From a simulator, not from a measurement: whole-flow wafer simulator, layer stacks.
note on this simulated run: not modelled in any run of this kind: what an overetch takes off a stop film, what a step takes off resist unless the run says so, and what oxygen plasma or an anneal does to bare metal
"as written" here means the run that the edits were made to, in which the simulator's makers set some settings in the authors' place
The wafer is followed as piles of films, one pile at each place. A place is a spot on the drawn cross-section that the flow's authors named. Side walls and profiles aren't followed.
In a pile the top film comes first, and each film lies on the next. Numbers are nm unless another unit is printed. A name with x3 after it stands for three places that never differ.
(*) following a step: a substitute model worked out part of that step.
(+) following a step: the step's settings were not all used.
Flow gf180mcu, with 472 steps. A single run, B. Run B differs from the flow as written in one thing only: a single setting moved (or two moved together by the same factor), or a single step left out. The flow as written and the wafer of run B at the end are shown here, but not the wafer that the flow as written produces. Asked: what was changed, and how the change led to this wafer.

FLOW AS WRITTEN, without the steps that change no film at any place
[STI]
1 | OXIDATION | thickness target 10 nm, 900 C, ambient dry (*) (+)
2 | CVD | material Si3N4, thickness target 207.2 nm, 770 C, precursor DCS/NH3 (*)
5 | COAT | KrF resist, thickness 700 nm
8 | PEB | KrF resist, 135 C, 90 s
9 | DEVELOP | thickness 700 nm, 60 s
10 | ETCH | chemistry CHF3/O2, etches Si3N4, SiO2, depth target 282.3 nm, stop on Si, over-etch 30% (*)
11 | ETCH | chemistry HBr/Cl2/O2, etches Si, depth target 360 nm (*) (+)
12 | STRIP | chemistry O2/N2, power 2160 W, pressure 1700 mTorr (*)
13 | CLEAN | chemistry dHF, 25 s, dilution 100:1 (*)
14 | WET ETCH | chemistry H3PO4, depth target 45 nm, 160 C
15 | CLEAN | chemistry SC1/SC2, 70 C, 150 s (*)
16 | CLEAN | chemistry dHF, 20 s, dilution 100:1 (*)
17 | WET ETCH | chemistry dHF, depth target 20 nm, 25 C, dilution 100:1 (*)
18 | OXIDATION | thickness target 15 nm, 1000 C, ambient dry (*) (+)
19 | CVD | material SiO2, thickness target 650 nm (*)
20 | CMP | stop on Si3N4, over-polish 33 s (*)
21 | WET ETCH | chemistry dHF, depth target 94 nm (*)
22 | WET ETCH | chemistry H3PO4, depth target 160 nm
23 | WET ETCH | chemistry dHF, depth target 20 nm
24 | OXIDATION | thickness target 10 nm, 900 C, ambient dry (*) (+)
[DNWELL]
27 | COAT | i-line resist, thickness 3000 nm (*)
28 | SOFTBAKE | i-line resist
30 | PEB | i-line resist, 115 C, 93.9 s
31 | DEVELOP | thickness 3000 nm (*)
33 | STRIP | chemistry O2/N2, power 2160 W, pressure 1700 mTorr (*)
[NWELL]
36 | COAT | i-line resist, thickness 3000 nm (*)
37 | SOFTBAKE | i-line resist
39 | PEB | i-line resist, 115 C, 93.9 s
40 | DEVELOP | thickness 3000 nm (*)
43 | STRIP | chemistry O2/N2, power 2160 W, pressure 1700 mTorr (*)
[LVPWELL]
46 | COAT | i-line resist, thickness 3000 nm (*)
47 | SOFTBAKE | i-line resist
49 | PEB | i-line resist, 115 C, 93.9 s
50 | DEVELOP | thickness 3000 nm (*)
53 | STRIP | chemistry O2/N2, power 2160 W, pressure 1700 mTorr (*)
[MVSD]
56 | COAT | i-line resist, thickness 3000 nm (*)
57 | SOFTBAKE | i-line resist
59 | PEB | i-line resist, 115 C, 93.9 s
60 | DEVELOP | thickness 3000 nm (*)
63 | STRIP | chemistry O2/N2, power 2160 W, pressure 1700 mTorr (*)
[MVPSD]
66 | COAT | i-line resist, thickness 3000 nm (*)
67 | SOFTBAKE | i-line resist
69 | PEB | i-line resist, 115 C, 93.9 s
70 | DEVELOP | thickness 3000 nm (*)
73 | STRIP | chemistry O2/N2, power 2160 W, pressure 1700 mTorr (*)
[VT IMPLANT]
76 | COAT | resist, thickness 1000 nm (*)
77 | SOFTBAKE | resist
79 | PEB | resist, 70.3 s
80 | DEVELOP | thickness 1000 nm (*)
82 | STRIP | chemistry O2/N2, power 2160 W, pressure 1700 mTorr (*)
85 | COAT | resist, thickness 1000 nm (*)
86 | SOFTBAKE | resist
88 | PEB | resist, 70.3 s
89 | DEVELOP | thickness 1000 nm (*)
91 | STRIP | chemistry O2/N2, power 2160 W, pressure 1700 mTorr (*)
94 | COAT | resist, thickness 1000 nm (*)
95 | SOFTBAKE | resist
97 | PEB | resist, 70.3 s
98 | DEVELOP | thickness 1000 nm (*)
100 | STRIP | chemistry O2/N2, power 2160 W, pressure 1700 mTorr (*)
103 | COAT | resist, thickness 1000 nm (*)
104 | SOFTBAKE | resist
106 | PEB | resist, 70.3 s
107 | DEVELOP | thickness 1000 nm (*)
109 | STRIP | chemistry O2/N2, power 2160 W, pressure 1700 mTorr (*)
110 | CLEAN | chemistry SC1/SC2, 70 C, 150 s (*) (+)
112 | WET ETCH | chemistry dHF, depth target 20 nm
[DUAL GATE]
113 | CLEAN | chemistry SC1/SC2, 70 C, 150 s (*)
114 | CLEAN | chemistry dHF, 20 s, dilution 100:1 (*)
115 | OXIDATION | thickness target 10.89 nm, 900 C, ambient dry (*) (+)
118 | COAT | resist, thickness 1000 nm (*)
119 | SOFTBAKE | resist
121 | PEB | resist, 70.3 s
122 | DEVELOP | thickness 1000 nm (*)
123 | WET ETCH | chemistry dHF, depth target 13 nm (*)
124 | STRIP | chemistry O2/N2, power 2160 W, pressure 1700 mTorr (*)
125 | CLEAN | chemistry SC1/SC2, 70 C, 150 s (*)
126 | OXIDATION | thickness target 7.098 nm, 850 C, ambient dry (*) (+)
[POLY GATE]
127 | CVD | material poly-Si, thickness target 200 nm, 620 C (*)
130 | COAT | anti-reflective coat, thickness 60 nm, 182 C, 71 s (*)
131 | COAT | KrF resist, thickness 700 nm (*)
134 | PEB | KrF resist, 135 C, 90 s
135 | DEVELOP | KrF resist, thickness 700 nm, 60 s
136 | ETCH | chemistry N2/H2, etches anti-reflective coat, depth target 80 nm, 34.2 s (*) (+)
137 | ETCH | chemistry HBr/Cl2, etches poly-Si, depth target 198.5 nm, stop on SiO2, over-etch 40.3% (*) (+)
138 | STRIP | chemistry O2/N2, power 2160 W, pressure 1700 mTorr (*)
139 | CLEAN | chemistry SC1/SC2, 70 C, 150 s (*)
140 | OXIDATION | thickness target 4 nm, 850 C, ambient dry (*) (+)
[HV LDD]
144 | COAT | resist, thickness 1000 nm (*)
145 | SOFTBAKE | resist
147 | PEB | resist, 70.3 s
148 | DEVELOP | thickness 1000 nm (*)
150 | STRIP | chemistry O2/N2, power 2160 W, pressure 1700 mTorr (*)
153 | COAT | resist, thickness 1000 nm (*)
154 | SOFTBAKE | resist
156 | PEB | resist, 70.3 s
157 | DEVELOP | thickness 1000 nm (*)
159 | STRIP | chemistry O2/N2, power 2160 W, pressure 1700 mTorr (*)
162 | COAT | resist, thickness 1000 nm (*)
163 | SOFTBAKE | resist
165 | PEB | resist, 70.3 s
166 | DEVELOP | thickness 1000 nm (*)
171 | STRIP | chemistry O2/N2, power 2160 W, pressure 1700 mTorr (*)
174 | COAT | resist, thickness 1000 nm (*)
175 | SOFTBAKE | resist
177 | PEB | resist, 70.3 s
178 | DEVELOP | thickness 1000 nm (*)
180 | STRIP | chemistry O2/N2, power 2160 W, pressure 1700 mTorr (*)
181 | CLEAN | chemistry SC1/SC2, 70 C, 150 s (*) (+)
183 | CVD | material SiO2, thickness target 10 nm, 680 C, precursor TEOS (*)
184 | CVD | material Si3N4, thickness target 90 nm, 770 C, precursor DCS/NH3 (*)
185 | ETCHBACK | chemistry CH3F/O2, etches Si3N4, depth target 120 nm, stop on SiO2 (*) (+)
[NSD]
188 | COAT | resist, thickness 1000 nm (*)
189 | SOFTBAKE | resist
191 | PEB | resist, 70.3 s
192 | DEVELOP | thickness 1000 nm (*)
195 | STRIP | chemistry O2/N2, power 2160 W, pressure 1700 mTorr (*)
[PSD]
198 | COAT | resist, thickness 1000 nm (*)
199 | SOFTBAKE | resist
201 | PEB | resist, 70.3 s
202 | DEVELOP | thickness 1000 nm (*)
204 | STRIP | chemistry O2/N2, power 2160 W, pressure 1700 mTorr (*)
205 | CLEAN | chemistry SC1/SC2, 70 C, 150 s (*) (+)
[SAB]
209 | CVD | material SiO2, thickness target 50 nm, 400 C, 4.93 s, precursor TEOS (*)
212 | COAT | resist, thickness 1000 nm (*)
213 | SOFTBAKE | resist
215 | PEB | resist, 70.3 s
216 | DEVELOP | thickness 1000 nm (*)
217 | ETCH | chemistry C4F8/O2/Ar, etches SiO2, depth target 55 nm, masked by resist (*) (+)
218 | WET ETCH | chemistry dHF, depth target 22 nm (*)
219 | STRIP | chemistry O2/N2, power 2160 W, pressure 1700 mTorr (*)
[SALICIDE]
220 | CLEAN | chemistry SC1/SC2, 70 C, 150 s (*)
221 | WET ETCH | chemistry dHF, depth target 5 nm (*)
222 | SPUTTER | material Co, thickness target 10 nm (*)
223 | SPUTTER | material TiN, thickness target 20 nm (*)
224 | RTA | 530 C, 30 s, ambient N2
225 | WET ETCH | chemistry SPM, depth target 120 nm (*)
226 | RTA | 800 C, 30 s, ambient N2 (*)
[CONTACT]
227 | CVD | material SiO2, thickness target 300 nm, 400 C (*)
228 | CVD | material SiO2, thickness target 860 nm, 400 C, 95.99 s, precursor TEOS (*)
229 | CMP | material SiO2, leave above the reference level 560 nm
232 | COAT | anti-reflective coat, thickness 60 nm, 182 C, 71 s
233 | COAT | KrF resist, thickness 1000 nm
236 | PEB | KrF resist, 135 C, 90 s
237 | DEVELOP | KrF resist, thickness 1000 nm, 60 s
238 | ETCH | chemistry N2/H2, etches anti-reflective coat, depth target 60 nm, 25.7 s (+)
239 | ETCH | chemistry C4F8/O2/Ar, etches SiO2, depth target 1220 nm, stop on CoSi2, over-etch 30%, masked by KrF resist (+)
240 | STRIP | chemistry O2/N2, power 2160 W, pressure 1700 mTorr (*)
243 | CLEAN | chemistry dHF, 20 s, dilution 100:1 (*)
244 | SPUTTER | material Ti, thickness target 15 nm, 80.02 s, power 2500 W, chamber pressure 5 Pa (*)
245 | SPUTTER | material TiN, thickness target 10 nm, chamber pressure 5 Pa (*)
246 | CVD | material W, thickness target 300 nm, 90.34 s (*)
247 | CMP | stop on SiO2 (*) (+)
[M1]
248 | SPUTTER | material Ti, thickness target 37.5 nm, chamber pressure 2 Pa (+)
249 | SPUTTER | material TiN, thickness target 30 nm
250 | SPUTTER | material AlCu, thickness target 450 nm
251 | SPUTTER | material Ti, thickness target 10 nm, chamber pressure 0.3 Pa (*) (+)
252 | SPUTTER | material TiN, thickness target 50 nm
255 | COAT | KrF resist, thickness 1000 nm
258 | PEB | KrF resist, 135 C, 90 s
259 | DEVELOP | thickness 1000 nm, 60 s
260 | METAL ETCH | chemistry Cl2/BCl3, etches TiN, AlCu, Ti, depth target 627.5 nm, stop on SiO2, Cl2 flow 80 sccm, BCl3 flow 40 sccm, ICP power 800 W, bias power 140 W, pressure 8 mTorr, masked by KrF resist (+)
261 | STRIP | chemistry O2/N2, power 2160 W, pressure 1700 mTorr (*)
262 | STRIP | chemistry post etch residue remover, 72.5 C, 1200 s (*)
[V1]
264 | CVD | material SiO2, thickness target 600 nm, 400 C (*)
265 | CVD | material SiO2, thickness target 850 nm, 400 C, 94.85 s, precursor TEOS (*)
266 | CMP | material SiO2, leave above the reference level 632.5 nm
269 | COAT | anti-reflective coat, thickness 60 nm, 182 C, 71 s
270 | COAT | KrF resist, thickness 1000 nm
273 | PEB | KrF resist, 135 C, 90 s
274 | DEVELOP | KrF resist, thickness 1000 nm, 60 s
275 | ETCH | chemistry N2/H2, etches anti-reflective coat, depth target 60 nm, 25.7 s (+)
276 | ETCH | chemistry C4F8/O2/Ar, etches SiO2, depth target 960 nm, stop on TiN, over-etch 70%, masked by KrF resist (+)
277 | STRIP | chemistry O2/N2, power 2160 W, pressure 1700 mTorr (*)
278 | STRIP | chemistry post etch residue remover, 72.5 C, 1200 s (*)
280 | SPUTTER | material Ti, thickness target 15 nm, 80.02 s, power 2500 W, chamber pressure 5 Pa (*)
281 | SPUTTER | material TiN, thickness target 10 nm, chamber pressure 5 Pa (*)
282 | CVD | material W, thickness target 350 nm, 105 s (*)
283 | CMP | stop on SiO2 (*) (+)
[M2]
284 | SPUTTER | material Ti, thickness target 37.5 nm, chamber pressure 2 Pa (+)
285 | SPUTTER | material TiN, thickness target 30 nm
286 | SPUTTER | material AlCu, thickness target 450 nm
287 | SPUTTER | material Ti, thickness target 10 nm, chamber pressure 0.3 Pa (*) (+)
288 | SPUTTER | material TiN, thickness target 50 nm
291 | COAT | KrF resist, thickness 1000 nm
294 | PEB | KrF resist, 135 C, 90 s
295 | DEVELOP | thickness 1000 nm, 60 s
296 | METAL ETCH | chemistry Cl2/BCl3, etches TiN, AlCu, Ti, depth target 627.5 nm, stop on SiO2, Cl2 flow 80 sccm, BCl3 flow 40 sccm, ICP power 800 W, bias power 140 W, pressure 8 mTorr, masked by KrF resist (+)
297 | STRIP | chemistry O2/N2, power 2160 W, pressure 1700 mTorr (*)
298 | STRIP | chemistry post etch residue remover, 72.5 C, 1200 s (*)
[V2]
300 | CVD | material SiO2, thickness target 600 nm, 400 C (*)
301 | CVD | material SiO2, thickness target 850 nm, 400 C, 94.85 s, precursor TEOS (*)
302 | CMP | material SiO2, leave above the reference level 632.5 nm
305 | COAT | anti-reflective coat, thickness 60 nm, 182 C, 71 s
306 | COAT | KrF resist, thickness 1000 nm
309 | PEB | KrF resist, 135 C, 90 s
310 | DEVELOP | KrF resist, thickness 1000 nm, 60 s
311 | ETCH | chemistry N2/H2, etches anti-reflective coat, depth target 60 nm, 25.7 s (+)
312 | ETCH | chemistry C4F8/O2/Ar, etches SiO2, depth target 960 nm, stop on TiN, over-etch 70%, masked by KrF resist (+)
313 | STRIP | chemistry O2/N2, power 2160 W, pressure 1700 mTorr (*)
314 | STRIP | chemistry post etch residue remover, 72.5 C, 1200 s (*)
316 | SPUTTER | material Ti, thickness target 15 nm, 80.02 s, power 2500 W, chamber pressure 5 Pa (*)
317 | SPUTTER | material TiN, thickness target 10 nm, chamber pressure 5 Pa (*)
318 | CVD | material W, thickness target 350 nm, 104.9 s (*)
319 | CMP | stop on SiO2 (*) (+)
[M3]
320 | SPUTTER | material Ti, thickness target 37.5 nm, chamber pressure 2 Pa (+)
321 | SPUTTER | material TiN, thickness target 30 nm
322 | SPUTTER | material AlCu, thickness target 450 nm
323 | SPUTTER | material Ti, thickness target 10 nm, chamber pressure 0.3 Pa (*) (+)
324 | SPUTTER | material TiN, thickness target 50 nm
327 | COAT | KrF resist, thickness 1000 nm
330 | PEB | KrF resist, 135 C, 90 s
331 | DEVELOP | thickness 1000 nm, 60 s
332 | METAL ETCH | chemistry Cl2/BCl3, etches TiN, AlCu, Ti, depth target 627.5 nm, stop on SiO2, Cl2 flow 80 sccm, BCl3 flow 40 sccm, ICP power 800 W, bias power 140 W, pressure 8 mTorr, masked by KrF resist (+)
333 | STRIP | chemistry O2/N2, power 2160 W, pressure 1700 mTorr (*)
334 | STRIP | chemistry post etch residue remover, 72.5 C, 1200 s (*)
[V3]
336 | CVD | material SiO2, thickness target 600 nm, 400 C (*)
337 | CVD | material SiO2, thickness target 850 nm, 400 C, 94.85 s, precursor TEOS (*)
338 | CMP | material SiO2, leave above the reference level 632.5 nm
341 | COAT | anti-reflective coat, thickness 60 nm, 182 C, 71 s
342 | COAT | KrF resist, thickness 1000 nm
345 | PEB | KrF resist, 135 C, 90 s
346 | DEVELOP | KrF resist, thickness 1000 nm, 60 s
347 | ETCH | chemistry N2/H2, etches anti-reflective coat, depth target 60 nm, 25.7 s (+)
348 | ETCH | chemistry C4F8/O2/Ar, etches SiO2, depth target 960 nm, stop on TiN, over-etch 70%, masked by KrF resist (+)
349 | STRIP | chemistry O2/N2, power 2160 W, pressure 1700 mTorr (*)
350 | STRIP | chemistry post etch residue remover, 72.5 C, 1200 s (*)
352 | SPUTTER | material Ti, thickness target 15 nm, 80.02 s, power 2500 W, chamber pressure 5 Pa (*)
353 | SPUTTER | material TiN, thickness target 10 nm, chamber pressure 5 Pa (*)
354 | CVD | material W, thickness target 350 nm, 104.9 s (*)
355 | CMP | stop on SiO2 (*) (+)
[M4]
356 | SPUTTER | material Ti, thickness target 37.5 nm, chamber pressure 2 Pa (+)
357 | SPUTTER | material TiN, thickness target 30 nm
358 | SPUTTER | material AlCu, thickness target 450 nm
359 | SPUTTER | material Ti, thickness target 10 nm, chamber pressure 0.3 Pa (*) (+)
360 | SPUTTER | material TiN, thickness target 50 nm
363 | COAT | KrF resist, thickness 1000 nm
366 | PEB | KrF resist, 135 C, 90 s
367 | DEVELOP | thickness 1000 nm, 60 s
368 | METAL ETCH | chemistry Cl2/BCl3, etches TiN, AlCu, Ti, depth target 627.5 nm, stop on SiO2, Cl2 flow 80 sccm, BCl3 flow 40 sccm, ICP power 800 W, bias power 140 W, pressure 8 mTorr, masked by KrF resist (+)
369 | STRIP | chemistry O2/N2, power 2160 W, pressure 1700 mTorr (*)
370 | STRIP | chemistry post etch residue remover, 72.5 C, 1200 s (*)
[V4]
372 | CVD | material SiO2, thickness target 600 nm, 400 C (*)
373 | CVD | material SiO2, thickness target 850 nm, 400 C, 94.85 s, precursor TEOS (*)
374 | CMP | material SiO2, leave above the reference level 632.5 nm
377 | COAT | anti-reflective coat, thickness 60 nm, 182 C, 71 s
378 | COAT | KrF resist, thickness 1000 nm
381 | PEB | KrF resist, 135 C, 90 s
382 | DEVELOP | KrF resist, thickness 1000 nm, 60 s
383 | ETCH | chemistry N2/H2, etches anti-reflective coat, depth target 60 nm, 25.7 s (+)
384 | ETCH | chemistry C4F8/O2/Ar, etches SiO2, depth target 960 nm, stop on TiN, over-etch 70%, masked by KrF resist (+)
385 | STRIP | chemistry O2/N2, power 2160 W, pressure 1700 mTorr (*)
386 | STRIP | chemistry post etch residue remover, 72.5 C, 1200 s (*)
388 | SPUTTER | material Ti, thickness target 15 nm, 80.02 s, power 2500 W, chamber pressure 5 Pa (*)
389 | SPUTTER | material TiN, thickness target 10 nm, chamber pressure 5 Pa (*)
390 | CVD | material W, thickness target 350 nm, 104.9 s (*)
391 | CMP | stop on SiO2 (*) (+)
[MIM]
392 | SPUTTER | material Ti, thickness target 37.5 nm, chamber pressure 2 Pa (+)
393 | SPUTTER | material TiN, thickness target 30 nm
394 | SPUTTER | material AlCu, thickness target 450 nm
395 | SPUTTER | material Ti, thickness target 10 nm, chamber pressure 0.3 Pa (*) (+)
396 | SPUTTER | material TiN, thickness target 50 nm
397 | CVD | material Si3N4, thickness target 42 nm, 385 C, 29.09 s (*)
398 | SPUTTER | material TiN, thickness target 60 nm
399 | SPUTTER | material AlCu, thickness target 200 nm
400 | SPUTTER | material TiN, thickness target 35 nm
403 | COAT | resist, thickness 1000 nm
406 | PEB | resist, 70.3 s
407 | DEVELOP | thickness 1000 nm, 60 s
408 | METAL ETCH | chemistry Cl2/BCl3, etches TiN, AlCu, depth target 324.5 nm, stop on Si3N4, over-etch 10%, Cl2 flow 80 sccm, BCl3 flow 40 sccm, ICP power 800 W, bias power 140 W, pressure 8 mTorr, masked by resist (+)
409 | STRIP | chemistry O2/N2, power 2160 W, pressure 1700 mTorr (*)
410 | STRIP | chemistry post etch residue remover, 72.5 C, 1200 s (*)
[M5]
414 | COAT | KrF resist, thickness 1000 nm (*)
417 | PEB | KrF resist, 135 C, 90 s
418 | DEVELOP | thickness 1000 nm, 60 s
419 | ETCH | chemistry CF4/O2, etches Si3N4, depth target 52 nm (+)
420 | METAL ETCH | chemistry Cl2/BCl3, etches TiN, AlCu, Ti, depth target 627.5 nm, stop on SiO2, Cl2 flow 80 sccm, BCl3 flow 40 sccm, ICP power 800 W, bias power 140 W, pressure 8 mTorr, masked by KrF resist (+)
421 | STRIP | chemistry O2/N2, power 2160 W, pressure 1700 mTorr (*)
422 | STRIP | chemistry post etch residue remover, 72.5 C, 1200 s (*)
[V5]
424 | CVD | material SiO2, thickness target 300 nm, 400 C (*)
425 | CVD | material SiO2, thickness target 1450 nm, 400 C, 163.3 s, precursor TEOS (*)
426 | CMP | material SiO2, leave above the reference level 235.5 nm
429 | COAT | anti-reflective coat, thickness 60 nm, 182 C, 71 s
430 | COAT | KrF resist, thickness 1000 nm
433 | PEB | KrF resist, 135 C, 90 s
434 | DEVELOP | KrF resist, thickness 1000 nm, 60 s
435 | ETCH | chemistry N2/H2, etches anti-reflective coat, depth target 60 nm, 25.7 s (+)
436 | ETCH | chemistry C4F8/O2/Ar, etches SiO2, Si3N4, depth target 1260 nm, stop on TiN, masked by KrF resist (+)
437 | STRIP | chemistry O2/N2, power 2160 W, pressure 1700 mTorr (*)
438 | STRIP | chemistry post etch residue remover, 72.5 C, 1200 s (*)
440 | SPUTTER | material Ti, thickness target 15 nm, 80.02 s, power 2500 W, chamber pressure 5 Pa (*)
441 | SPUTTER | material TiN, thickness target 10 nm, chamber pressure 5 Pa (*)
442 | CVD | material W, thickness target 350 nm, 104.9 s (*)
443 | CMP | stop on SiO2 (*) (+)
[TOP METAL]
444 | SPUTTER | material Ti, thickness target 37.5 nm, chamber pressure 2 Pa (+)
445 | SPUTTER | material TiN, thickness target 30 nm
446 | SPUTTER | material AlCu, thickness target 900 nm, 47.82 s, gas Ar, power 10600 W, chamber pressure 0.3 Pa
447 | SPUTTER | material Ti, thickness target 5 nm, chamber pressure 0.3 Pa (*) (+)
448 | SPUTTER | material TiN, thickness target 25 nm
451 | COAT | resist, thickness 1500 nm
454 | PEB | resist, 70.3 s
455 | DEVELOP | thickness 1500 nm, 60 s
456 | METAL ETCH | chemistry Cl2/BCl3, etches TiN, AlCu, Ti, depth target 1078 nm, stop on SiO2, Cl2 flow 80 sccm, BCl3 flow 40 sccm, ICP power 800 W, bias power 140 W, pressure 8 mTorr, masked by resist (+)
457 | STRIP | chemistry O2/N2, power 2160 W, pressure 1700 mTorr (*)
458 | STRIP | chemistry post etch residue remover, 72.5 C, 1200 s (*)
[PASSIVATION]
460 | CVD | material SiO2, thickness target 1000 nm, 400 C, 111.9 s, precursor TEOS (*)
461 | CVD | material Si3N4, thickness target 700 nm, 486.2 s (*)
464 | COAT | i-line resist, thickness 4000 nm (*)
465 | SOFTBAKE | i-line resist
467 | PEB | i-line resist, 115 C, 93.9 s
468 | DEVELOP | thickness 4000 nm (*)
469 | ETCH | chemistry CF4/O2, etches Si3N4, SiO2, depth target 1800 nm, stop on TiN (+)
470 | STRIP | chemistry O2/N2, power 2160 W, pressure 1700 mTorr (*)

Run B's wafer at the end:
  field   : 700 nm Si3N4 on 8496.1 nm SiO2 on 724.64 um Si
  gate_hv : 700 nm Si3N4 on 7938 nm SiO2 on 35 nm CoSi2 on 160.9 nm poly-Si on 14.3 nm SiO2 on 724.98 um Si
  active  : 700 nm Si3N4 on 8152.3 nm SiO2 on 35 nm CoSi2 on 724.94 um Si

Cause: step 302, CMP: leave above the reference level 901.3 nm was run, while the flow as written has leave above the reference level 632.5 nm.

The path from the change to this, step by step:
  302 | CMP | material SiO2, leave above the reference level 632.5 nm
      field, field__w1, field__w2 and 103 more: -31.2 SiO2 (it would be, as written: -300 SiO2)
      field__w8, contact, m1, m1__w1, m1_nw: -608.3 SiO2 (it would be, as written: -877.1 SiO2)
  312 | ETCH | chemistry C4F8/O2/Ar, etches SiO2, depth target 960 nm, stop on TiN, over-etch 70%, masked by KrF resist (+)
      contact: -841.3 SiO2 (all of it) (it would be, as written: -572.5 SiO2 (all of it))
  316 | SPUTTER | material Ti, thickness target 15 nm, 80.02 s, power 2500 W, chamber pressure 5 Pa (*)
      contact: +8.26 Ti (new film) (it would be, as written: +9.65 Ti (new film))
  317 | SPUTTER | material TiN, thickness target 10 nm, chamber pressure 5 Pa (*)
      contact: +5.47 TiN (new film) (it would be, as written: +6.4 TiN (new film))
  318 | CVD | material W, thickness target 350 nm, 104.9 s (*)
      contact: +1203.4 W (new film) (it would be, as written: +932.3 W (new film))
